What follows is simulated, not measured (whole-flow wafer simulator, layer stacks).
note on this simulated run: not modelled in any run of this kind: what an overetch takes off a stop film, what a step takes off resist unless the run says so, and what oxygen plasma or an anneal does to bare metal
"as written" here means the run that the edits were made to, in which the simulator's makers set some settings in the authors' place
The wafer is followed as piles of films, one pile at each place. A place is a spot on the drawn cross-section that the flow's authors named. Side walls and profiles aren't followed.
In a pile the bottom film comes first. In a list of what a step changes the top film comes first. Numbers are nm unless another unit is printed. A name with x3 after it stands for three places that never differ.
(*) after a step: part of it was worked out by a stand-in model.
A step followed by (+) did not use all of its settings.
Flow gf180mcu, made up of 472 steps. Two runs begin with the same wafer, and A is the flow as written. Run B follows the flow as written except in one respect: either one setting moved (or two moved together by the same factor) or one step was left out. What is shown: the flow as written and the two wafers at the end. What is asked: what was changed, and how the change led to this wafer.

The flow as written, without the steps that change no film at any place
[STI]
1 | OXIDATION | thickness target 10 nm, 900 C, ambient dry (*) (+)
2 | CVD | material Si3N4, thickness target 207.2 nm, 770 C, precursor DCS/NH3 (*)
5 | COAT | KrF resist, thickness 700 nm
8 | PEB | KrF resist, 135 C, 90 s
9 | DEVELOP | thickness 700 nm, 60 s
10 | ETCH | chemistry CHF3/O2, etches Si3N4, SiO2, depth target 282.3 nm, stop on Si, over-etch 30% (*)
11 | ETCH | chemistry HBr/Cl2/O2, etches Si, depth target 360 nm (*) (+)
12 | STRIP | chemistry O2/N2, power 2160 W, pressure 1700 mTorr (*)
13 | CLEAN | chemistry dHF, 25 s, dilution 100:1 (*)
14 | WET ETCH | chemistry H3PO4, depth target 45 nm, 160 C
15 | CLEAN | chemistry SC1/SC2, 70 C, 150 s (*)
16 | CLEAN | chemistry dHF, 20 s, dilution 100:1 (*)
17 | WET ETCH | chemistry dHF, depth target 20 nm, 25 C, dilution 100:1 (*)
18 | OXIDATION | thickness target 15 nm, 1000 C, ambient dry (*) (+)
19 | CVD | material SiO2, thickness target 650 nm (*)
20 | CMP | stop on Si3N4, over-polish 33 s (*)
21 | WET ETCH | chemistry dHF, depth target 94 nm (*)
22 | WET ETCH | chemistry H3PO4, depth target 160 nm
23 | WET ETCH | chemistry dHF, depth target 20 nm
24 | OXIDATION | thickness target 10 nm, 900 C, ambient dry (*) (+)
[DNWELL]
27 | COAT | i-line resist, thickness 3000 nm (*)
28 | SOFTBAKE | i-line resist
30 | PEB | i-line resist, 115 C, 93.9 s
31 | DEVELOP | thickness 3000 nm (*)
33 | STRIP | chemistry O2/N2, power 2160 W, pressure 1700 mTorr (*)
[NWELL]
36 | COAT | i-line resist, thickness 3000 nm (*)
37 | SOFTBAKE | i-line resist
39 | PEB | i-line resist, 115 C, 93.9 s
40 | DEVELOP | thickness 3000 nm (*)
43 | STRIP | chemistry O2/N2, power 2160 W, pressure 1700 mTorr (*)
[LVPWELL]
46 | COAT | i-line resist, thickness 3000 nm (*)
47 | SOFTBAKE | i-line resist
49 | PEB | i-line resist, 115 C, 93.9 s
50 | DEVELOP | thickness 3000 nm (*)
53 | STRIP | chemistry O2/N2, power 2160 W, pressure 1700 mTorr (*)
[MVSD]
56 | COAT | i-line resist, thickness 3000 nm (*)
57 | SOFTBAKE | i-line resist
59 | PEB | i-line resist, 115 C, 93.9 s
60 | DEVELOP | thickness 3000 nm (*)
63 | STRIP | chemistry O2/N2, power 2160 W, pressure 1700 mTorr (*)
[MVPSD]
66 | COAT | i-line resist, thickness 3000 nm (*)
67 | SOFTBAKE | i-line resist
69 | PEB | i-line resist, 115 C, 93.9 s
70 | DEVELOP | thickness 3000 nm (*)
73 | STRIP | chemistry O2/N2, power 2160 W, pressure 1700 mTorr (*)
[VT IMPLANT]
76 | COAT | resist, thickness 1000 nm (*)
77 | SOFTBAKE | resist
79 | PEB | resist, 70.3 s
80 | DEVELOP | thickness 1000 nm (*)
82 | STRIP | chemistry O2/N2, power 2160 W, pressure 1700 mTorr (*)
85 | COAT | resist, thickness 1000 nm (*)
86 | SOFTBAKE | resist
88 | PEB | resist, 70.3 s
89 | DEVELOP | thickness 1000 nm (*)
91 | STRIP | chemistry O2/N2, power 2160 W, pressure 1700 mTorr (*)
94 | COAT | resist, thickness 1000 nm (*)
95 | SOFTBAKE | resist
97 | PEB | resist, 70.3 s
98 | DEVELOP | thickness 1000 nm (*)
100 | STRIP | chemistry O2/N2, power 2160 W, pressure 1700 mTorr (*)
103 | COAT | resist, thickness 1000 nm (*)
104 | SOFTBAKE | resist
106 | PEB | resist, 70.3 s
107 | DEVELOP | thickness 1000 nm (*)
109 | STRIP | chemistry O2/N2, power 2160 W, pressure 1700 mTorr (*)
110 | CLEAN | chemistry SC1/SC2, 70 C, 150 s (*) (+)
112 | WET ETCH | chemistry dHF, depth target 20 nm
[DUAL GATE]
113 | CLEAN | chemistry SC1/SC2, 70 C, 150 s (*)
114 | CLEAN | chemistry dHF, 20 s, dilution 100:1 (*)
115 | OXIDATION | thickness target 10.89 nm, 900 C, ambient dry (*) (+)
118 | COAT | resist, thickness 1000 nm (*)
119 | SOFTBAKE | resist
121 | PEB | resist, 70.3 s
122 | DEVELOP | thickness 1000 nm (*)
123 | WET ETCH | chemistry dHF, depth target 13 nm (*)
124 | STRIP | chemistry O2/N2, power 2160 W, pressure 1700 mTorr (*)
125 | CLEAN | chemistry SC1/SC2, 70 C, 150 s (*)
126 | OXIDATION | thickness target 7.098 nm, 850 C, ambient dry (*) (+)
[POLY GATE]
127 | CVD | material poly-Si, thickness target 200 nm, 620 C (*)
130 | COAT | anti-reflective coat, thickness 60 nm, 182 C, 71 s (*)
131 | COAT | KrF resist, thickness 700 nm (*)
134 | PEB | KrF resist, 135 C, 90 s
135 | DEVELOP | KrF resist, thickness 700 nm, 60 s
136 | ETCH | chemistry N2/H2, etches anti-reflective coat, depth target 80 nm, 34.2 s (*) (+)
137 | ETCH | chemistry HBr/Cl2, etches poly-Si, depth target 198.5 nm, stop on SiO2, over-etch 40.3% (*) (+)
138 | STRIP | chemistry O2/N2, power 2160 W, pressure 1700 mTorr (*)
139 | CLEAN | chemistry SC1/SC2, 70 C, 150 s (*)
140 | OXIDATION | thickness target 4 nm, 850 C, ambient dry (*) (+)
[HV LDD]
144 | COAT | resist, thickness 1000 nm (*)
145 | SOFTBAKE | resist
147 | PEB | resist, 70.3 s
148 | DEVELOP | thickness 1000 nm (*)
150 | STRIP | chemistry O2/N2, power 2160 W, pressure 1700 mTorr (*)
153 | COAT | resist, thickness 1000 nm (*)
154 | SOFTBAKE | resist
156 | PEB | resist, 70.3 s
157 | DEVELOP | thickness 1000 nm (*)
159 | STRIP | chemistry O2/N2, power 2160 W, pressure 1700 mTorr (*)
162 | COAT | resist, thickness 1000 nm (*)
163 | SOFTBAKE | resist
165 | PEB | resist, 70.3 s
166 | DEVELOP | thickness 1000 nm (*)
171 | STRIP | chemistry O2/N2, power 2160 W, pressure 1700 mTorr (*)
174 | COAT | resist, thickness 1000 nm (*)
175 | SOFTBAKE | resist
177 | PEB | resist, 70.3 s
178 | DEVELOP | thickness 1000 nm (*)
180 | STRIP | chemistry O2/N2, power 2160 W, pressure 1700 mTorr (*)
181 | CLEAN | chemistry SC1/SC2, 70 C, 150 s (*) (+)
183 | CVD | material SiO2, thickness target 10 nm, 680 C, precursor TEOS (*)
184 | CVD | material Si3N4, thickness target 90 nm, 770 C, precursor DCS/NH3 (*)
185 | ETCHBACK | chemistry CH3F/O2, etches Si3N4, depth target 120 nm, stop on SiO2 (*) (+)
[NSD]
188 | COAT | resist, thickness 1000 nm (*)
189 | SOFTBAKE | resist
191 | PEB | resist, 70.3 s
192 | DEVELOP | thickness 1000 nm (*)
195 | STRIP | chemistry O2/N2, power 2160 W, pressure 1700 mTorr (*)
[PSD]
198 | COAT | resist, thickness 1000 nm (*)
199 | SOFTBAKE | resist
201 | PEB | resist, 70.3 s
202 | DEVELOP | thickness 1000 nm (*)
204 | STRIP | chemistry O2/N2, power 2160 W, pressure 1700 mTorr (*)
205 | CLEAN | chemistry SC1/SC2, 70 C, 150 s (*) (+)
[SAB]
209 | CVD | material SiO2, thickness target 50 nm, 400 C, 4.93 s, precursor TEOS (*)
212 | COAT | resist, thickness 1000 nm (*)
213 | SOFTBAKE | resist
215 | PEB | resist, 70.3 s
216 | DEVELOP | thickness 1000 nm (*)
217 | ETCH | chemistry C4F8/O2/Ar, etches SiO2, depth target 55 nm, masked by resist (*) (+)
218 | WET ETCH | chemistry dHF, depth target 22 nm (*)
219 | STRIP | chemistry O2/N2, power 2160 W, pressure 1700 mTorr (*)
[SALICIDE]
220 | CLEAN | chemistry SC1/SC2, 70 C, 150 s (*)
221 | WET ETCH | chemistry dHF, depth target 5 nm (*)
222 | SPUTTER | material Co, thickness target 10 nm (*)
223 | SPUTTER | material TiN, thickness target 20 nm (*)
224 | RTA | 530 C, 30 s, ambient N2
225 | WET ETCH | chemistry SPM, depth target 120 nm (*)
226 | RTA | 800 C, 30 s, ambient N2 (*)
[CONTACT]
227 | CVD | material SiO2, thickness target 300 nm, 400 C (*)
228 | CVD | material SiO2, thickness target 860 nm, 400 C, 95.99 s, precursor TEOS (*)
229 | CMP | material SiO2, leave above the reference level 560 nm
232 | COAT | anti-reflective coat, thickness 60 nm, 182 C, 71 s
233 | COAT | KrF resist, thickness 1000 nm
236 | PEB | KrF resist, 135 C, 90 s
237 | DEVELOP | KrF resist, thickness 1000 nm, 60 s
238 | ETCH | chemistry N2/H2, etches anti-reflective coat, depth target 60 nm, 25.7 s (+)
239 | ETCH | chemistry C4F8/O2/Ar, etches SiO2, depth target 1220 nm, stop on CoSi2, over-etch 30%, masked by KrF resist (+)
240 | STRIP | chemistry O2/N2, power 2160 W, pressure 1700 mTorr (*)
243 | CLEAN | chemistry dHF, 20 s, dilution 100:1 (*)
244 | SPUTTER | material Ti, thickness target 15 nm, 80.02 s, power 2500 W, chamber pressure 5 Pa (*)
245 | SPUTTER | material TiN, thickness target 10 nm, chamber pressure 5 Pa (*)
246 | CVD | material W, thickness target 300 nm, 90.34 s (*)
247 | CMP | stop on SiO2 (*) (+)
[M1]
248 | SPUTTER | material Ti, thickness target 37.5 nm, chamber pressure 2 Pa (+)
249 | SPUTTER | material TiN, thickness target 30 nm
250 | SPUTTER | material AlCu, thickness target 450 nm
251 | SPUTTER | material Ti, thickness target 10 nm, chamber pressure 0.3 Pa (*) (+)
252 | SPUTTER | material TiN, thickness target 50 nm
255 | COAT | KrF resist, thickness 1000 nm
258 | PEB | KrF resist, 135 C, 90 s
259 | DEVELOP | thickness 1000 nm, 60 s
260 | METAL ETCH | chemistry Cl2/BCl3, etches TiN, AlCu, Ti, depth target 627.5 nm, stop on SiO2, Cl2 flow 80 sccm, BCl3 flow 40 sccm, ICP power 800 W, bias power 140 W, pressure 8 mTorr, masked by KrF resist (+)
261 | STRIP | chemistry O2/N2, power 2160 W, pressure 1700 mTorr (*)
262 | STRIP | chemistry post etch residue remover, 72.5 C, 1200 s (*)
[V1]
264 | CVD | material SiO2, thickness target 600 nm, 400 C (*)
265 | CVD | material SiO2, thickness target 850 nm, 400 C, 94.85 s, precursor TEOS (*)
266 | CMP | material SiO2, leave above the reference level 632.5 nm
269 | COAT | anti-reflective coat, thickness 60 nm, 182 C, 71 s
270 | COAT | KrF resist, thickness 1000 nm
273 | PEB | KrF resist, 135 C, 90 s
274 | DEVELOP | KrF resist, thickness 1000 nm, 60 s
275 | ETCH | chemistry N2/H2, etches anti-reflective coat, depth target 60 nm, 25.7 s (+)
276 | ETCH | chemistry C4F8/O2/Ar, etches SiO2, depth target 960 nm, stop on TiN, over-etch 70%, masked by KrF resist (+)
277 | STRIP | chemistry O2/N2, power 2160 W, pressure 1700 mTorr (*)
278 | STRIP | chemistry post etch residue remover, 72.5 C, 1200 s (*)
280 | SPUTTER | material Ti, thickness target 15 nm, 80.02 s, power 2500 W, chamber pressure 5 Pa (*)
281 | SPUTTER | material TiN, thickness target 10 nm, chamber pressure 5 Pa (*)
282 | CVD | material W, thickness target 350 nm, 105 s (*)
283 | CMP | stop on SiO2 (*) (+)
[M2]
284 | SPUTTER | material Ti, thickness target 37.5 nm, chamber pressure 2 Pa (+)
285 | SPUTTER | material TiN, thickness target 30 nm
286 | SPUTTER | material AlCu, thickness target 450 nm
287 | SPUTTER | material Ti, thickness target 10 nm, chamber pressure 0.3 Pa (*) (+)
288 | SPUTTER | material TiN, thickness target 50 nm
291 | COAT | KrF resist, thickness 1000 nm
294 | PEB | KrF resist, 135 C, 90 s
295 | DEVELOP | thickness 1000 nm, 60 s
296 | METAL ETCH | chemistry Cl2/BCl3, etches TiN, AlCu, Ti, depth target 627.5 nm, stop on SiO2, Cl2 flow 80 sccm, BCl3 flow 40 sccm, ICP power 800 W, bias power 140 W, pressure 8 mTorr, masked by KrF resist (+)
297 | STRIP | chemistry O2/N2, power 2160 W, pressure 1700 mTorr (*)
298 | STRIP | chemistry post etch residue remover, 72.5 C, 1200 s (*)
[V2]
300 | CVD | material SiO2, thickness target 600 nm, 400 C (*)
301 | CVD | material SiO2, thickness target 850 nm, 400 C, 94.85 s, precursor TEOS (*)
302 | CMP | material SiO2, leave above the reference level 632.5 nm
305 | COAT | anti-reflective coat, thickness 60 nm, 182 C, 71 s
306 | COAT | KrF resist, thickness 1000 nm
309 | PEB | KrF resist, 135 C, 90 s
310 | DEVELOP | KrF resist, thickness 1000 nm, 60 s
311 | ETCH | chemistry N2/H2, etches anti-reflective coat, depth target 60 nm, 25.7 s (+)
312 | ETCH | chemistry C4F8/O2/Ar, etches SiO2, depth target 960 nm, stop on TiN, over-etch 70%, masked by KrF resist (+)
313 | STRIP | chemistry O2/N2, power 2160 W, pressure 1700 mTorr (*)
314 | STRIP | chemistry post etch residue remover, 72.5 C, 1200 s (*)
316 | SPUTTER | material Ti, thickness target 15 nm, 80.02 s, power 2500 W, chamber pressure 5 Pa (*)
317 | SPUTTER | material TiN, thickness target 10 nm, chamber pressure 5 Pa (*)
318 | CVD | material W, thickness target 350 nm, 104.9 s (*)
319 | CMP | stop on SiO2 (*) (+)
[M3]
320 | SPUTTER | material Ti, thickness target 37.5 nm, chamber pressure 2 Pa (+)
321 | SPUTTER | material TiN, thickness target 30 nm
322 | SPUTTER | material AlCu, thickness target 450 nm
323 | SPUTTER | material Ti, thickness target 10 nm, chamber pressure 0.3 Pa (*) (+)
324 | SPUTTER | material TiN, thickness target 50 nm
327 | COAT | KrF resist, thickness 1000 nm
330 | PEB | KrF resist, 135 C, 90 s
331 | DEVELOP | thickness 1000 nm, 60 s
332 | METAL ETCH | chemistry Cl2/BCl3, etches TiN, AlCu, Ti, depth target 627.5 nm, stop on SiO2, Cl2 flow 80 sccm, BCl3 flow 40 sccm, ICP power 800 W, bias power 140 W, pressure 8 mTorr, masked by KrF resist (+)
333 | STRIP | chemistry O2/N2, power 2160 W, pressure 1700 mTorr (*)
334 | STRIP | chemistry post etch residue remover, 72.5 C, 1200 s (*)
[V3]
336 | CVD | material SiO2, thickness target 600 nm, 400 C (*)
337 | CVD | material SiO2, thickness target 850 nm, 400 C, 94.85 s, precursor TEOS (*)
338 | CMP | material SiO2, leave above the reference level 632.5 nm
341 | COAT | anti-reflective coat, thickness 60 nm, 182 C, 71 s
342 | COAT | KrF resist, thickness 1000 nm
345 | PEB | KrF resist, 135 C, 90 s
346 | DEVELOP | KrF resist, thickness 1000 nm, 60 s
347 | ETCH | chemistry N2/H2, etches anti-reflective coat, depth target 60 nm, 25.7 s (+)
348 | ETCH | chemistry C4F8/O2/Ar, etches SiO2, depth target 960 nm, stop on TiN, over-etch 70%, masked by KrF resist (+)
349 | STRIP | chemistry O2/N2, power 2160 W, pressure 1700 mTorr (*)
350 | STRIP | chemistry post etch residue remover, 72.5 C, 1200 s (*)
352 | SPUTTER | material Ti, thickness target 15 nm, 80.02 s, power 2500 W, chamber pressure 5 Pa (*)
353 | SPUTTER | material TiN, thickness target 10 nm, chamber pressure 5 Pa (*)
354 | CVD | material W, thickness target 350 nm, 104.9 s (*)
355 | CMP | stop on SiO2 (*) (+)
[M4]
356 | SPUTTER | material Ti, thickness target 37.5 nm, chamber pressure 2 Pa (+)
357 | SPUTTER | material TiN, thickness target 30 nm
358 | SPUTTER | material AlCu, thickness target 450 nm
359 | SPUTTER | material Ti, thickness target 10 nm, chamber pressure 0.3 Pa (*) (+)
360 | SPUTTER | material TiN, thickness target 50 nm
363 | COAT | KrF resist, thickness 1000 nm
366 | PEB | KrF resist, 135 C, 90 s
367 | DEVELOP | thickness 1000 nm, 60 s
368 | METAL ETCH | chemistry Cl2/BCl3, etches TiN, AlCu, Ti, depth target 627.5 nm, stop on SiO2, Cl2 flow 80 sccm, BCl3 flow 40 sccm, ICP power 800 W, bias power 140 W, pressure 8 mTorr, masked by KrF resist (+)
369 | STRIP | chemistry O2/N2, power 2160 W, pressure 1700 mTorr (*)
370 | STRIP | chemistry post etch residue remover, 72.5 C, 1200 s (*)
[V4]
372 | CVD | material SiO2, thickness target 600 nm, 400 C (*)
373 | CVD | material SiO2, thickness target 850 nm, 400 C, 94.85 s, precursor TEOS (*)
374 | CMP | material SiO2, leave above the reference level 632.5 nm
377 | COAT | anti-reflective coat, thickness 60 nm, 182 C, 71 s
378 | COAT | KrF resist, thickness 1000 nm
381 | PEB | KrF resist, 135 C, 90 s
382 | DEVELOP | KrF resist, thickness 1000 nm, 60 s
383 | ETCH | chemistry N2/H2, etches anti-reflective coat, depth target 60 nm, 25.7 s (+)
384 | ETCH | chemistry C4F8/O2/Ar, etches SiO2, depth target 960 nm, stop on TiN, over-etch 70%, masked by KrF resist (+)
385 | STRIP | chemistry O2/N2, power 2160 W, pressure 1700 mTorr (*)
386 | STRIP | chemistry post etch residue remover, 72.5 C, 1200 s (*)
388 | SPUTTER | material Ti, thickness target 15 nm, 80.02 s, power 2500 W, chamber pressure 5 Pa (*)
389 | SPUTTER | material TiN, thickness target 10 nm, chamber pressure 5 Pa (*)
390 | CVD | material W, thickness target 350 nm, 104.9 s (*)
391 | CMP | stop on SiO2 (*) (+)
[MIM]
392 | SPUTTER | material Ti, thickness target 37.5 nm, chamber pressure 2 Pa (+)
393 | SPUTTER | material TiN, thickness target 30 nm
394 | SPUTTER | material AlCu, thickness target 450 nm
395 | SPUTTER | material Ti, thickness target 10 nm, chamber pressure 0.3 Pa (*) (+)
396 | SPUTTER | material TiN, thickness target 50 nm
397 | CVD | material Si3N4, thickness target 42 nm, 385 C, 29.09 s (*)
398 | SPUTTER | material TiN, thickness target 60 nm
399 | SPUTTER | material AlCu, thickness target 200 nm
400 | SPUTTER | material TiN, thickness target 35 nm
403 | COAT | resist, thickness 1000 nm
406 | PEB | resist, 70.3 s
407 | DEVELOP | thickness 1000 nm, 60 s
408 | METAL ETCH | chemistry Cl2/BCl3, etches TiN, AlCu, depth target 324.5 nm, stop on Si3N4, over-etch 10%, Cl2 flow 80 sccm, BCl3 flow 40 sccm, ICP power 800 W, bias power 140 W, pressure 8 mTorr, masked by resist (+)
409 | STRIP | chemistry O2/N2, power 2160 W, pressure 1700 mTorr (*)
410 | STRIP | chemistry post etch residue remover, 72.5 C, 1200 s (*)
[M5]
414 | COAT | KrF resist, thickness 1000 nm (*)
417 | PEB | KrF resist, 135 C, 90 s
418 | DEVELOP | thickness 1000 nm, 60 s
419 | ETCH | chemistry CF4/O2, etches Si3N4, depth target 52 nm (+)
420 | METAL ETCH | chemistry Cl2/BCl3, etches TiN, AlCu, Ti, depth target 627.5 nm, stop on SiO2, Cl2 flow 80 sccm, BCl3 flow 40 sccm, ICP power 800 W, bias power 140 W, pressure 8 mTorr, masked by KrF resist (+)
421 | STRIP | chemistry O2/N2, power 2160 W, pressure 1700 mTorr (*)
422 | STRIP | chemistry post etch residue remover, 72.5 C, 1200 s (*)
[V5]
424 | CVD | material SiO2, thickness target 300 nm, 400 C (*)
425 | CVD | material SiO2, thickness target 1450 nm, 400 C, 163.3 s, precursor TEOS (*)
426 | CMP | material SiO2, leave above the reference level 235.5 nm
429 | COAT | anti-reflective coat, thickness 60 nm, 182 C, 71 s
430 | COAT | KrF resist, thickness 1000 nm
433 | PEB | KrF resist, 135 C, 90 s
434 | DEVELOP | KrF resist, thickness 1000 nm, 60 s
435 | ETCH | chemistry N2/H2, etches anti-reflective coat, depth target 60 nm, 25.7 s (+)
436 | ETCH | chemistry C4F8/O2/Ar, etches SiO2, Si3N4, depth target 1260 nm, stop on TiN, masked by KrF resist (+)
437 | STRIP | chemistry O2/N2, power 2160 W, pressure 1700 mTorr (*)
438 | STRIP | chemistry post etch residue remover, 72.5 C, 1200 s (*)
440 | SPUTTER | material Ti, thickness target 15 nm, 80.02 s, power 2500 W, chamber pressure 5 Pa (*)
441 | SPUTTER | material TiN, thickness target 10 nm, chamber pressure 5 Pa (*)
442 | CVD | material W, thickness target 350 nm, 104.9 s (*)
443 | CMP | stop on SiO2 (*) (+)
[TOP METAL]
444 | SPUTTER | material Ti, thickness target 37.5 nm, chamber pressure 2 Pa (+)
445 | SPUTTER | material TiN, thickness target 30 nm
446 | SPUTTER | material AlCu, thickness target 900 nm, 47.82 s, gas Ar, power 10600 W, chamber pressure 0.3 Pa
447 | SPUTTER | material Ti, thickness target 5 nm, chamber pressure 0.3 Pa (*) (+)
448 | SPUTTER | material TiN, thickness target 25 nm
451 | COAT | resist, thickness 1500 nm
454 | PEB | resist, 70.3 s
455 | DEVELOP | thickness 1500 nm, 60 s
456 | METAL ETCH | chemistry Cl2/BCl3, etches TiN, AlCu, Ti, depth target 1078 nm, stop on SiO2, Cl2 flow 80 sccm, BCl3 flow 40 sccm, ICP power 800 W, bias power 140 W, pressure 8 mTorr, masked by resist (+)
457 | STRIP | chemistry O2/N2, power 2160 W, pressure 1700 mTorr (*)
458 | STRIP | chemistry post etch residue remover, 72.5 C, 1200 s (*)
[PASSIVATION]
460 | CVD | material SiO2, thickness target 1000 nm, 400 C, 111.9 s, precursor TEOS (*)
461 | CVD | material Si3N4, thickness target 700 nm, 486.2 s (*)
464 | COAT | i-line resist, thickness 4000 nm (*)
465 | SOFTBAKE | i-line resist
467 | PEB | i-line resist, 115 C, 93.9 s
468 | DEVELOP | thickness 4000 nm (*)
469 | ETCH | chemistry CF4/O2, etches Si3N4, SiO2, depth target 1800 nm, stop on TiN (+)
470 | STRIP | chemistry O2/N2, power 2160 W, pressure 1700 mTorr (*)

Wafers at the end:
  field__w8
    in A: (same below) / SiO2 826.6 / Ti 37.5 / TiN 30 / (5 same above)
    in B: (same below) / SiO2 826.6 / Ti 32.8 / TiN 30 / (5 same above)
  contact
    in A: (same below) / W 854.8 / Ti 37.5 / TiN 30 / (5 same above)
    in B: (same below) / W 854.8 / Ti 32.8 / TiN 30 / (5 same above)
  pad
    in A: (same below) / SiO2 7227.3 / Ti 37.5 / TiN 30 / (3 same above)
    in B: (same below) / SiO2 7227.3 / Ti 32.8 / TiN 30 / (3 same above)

What caused this: step 444, SPUTTER: thickness target 32.8 nm was run, though the flow has thickness target 37.5 nm.
The wafer itself shows it: field__w8 has Ti 32.8, and step 444 as written asks for 37.5 nm.

Step by step, how the change led to this:
  444 | SPUTTER | material Ti, thickness target 37.5 nm, chamber pressure 2 Pa (+)
      field, field__w1, field__w2 and 109 more: A +37.5 Ti (new film) | B +32.8 Ti (new film)
  456 | METAL ETCH | chemistry Cl2/BCl3, etches TiN, AlCu, Ti, depth target 1078 nm, stop on SiO2, Cl2 flow 80 sccm, BCl3 flow 40 sccm, ICP power 800 W, bias power 140 W, pressure 8 mTorr, masked by resist (+)
      field, field__w1, field__w2 and 103 more: A -25 TiN (all of it), -5 Ti (all of it), -900 AlCu (all of it), -30 TiN (all of it), -37.5 Ti (all of it) | B -25 TiN (all of it), -5 Ti (all of it), -900 AlCu (all of it), -30 TiN (all of it), -32.8 Ti (all of it)
